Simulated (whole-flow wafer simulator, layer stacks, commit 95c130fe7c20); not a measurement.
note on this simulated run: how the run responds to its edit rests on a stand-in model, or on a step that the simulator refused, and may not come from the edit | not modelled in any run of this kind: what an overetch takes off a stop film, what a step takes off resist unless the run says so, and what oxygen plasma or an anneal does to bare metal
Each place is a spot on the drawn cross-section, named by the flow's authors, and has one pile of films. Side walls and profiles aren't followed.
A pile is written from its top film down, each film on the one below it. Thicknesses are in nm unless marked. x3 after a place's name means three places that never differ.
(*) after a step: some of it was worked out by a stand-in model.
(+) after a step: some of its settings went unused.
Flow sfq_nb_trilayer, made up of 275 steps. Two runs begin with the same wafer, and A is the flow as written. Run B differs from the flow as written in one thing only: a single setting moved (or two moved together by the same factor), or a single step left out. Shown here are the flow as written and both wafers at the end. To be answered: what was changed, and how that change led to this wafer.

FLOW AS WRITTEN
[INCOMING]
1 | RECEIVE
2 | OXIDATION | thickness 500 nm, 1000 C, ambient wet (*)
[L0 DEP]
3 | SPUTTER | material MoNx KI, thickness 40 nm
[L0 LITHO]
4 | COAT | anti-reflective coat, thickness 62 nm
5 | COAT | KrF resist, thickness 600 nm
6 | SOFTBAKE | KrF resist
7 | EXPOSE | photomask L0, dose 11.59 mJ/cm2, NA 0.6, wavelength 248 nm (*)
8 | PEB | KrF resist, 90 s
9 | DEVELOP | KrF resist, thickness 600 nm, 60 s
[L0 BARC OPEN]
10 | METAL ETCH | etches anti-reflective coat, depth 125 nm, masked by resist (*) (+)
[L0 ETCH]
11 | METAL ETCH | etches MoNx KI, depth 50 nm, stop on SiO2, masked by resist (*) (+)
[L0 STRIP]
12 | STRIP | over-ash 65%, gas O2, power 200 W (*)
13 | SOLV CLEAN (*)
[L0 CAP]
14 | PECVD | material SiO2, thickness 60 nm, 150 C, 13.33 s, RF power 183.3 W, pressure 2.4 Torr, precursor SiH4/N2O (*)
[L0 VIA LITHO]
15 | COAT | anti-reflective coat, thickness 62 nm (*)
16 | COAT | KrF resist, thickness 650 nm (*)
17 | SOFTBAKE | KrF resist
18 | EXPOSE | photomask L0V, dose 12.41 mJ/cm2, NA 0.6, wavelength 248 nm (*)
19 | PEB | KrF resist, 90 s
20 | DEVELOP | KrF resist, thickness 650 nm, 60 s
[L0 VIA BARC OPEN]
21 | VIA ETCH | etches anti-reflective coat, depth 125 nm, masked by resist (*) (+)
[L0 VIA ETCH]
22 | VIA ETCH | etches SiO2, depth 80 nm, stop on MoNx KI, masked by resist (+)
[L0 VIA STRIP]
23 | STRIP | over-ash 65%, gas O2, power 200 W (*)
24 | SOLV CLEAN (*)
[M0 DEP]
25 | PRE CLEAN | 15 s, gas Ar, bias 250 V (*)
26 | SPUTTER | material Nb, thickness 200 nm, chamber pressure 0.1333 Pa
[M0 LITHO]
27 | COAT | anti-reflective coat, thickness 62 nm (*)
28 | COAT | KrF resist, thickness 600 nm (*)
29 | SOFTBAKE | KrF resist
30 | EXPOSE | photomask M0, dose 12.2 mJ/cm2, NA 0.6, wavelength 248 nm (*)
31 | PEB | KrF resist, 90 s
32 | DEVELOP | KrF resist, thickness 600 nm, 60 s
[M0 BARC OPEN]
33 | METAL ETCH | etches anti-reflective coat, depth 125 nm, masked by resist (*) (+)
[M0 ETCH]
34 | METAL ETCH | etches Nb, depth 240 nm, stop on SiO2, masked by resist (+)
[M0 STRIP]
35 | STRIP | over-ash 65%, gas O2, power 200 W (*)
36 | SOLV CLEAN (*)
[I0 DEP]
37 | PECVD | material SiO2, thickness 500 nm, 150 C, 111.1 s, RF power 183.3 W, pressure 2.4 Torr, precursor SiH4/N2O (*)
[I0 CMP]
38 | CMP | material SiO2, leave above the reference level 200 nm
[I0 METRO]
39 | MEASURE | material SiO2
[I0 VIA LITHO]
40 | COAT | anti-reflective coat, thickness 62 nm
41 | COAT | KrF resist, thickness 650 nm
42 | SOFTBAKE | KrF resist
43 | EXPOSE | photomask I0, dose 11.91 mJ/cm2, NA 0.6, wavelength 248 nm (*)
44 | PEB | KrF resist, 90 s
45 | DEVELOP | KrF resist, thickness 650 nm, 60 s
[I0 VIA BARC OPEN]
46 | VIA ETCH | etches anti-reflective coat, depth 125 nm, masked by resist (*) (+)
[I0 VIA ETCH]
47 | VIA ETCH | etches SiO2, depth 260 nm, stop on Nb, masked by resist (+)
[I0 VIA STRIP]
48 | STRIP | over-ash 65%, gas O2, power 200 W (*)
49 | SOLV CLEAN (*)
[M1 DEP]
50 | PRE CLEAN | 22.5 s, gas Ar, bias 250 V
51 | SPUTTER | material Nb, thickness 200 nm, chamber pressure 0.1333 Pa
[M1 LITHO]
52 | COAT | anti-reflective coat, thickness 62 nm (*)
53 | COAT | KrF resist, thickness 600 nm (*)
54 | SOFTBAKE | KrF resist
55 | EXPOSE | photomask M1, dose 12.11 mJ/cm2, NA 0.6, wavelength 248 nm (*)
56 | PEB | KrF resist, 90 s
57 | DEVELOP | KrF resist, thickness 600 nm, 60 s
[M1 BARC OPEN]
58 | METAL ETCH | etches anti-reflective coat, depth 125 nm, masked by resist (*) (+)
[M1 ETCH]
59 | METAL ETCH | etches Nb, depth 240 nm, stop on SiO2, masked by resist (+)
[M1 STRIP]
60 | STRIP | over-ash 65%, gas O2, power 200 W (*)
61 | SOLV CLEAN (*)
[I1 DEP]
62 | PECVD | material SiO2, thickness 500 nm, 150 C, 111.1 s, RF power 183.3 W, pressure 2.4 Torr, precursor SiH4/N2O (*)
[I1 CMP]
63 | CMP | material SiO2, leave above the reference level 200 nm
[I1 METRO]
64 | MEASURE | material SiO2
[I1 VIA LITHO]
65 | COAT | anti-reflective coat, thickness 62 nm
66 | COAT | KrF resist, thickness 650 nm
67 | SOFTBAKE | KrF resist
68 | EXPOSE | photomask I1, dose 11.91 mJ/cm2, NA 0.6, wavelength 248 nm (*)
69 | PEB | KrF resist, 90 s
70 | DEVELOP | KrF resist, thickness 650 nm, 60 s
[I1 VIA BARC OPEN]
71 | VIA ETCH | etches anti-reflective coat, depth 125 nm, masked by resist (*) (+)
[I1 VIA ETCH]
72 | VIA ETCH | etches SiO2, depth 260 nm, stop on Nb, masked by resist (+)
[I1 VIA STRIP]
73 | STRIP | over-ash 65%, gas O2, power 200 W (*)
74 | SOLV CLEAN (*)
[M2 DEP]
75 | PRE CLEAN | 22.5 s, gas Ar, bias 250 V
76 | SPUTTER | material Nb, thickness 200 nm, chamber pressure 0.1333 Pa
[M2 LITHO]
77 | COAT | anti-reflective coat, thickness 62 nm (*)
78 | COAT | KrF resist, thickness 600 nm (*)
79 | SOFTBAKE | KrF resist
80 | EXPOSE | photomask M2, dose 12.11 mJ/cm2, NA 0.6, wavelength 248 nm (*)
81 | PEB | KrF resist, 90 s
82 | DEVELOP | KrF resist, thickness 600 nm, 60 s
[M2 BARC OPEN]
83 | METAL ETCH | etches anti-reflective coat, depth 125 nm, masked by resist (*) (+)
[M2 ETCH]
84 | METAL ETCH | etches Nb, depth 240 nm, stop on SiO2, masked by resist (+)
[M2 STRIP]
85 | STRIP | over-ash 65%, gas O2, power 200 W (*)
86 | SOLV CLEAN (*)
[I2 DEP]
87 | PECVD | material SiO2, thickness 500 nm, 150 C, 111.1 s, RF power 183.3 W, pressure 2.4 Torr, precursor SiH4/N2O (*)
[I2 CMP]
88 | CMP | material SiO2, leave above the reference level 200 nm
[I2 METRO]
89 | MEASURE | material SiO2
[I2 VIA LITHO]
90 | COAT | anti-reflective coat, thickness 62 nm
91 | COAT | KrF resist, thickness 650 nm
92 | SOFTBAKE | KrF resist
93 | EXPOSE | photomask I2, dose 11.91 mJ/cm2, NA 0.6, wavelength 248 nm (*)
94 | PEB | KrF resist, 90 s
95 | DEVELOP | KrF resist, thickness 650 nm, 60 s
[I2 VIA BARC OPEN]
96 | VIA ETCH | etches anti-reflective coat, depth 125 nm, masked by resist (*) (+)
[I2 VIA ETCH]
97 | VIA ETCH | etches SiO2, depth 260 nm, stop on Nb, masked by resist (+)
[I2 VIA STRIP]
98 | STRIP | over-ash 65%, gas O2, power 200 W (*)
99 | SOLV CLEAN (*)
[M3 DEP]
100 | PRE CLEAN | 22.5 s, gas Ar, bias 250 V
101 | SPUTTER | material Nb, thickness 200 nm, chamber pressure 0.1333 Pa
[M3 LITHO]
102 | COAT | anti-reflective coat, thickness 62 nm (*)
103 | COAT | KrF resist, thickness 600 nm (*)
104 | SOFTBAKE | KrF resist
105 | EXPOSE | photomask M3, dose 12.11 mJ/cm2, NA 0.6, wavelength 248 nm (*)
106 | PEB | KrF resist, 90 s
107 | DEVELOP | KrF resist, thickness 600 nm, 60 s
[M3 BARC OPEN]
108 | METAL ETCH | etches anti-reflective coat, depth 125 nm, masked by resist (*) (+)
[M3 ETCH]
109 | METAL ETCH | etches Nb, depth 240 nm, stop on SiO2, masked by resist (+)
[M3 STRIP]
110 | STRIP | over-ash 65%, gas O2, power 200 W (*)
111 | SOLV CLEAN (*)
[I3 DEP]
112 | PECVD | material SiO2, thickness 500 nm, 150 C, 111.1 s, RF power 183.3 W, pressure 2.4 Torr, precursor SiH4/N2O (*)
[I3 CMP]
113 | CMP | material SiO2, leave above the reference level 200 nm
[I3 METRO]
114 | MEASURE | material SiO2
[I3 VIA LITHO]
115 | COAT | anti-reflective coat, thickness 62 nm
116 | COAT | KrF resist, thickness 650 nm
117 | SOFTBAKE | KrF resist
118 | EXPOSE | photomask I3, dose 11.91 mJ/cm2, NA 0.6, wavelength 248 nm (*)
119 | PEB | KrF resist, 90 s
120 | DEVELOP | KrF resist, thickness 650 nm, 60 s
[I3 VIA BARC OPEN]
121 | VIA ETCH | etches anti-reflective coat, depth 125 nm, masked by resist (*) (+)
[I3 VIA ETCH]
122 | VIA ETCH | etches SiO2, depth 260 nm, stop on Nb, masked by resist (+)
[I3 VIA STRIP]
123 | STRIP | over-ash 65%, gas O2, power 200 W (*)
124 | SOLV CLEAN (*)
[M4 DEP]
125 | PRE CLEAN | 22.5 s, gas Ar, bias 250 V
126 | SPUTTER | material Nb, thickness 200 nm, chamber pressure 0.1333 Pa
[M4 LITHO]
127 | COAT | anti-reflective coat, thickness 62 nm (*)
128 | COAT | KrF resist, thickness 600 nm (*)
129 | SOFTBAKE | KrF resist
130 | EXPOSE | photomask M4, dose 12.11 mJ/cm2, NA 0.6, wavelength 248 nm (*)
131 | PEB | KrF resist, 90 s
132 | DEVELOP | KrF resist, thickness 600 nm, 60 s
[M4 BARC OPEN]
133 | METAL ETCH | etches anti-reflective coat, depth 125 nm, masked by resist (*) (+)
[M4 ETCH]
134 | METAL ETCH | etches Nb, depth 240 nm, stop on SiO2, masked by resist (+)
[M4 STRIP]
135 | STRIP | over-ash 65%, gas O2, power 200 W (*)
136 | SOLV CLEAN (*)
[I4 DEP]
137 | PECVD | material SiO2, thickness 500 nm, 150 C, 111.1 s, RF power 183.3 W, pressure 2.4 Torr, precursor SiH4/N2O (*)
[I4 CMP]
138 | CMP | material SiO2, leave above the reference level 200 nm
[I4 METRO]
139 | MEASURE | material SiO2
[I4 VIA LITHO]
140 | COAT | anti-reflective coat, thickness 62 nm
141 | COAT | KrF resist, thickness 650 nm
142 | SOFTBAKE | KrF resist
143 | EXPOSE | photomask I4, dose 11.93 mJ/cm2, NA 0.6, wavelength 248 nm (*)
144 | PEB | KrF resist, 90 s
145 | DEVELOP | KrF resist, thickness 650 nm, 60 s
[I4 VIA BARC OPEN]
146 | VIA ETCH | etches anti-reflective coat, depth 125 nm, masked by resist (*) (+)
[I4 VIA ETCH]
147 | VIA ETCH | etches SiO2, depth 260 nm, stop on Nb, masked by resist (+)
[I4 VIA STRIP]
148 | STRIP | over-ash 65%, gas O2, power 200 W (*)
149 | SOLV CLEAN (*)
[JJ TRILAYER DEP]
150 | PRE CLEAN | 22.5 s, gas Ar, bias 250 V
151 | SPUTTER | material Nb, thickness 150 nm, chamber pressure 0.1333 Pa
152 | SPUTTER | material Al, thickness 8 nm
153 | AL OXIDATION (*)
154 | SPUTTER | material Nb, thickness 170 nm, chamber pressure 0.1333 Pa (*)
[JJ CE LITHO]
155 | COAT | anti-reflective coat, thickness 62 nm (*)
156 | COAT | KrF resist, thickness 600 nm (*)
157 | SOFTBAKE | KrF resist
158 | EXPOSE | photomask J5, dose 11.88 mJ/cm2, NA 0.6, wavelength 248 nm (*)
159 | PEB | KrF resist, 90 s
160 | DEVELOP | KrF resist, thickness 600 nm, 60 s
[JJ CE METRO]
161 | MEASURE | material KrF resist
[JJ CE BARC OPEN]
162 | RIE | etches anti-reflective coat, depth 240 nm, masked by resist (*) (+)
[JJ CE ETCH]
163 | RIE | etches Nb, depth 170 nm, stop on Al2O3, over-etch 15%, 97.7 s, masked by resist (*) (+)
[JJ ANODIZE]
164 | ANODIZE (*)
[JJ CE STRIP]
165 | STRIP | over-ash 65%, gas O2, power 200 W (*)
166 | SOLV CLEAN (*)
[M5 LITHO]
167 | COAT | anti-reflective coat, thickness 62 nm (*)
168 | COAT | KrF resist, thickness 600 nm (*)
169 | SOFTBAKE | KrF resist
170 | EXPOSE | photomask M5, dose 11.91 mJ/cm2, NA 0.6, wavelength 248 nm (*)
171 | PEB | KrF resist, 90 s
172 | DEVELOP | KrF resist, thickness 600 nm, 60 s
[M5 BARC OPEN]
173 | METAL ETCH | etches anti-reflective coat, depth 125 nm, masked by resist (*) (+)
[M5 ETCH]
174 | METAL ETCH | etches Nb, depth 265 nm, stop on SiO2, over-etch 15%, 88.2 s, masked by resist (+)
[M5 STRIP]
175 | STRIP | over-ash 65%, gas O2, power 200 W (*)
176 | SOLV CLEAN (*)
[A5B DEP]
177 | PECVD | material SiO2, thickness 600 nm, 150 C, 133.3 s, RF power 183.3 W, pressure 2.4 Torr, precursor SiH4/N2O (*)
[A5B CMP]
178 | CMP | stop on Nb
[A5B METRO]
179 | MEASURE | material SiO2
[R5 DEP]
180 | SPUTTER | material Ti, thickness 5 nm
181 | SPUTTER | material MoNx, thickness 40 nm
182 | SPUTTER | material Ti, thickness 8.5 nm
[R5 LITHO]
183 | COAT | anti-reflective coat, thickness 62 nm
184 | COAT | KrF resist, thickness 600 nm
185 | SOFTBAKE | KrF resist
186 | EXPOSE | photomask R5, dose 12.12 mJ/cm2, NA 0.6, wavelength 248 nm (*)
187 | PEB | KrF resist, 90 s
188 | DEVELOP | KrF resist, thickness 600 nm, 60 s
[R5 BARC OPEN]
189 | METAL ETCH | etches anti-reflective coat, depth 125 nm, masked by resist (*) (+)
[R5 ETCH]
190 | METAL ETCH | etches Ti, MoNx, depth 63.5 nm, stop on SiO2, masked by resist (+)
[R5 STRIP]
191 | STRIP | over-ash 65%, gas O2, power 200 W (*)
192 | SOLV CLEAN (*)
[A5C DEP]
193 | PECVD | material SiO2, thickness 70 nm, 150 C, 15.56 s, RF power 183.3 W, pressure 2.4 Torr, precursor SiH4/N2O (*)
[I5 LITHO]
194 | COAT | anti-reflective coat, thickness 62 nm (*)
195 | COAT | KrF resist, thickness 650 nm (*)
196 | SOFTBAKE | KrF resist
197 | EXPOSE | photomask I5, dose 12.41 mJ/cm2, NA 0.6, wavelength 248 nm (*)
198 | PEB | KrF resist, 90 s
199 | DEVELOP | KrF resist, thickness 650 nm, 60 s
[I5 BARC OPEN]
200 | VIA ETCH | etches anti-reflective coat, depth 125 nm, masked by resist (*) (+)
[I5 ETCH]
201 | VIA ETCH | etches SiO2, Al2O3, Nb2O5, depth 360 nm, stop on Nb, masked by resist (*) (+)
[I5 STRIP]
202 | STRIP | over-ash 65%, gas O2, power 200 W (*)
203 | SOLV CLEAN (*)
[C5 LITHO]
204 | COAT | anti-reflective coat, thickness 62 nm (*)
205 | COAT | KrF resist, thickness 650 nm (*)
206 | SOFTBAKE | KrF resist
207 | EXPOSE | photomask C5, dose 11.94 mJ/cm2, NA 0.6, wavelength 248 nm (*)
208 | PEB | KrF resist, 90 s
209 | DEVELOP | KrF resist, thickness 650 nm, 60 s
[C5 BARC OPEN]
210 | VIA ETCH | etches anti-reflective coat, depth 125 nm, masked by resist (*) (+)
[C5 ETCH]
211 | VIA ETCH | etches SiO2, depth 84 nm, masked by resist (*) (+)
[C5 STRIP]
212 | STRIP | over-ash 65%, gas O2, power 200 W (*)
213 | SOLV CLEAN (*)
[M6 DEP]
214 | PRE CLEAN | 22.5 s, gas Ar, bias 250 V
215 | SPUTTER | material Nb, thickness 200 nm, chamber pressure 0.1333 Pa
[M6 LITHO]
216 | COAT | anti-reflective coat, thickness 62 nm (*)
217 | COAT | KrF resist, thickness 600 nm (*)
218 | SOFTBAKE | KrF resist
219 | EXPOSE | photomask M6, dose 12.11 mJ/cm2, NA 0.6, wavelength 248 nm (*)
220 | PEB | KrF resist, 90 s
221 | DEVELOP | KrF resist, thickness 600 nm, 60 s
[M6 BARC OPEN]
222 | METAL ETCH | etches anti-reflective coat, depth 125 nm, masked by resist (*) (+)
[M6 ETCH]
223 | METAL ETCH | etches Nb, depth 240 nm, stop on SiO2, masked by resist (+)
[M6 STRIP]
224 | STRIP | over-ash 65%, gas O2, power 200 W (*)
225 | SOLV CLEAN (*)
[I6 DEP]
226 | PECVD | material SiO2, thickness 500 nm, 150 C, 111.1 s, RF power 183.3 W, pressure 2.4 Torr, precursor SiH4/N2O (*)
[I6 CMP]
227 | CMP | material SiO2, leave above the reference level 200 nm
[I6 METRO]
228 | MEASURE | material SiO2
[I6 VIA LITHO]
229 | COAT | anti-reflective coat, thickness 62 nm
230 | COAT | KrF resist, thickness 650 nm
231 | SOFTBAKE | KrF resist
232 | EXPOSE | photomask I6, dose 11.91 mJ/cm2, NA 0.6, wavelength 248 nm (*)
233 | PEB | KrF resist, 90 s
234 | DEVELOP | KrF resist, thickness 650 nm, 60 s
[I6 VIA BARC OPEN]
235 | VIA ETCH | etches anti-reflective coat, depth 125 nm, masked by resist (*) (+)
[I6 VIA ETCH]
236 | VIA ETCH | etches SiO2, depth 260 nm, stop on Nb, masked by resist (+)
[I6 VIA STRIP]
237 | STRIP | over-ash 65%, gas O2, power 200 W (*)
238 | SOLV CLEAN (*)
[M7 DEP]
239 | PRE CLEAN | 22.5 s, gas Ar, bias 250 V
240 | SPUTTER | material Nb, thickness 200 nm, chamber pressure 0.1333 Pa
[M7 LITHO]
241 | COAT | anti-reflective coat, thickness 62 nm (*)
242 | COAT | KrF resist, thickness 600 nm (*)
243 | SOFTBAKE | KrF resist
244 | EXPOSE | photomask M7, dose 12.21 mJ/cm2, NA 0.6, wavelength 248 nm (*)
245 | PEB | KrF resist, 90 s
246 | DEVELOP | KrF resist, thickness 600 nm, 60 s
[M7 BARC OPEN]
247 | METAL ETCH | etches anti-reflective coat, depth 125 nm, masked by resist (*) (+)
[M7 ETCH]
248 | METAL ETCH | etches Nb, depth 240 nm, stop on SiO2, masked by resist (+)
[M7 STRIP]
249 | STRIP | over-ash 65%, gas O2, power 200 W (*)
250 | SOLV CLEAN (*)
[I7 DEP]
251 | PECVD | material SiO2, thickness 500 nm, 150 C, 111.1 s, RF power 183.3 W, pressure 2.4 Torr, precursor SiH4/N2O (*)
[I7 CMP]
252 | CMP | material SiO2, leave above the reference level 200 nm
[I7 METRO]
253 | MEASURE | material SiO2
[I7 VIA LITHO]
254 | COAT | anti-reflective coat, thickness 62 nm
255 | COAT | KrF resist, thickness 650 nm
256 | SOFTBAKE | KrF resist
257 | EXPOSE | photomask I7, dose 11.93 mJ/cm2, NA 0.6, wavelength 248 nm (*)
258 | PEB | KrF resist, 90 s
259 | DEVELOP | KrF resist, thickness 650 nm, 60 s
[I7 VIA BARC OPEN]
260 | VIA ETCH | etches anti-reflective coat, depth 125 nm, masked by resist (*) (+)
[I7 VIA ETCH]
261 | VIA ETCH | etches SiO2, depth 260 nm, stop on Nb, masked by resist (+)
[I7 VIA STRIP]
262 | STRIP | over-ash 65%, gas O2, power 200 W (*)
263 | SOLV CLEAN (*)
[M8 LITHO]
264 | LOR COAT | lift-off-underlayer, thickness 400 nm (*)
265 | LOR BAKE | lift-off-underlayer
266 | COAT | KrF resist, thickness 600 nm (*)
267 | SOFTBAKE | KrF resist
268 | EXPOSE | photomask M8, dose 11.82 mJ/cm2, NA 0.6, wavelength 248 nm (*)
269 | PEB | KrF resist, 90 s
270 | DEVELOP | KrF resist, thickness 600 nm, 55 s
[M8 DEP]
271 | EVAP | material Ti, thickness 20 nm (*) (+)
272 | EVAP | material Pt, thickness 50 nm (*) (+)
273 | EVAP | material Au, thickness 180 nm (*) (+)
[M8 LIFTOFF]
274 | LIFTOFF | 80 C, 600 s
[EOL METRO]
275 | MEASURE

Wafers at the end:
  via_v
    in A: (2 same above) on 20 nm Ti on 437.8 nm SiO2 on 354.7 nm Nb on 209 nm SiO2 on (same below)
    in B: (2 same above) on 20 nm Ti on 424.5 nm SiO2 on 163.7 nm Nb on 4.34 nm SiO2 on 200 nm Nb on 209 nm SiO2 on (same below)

Cause: step 236, VIA ETCH: depth 188 nm was run, while the flow as written has depth 260 nm.

How this came from the change, step by step:
  236 | VIA ETCH | etches SiO2, depth 260 nm, stop on Nb, masked by resist (+)
      via_v: A -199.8 SiO2 (all of it) | B -188 SiO2
      field_l, v_sur, via_wl and 102 more: A -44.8 KrF resist | B -32.4 KrF resist
  237 | STRIP | over-ash 65%, gas O2, power 200 W (*)
      field_l, v_sur, via_wl and 102 more: A -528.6 KrF resist (all of it), -62 anti-reflective coat (all of it) | B -541 KrF resist (all of it), -62 anti-reflective coat (all of it)
  239 | PRE CLEAN | 22.5 s, gas Ar, bias 250 V
      via_v: A -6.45 Nb | B -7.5 SiO2
  240 | SPUTTER | material Nb, thickness 200 nm, chamber pressure 0.1333 Pa
      via_v: A +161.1 Nb | B +163.7 Nb (new film)
  241 | COAT | anti-reflective coat, thickness 62 nm (*)
      via_sp: A +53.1 anti-reflective coat (new film) | B +52 anti-reflective coat (new film)
      via_v: A +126 anti-reflective coat (new film) | B +116.4 anti-reflective coat (new film)
      (also at 1 further place)
  249 | STRIP | over-ash 65%, gas O2, power 200 W (*)
      via_sp: A -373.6 KrF resist (all of it), -53.1 anti-reflective coat (all of it) | B -374.4 KrF resist (all of it), -52 anti-reflective coat (all of it)
      via_v: A -524.5 KrF resist (all of it), -126 anti-reflective coat (all of it) | B -520.7 KrF resist (all of it), -116.4 anti-reflective coat (all of it)
      (also at 1 further place)
  251 | PECVD | material SiO2, thickness 500 nm, 150 C, 111.1 s, RF power 183.3 W, pressure 2.4 Torr, precursor SiH4/N2O (*)
      via_v: A +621 SiO2 (new film) | B +581.5 SiO2 (new film)
  252 | CMP | material SiO2, leave above the reference level 200 nm
      via_v: A -183.1 SiO2 | B -157.1 SiO2
Taking metal films that touch as one body, via_v has 7 bodies (between them, from the top down: SiO2 424.5; SiO2 4.34; SiO2 209 / Al2O3 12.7 / Nb2O5 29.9; SiO2 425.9; SiO2 416.9; SiO2 192.5); the flow as written gives 6 bodies (between them, from the top down: SiO2 437.8; SiO2 209 / Al2O3 12.7 / Nb2O5 29.9; SiO2 425.9; SiO2 416.9; SiO2 192.5).
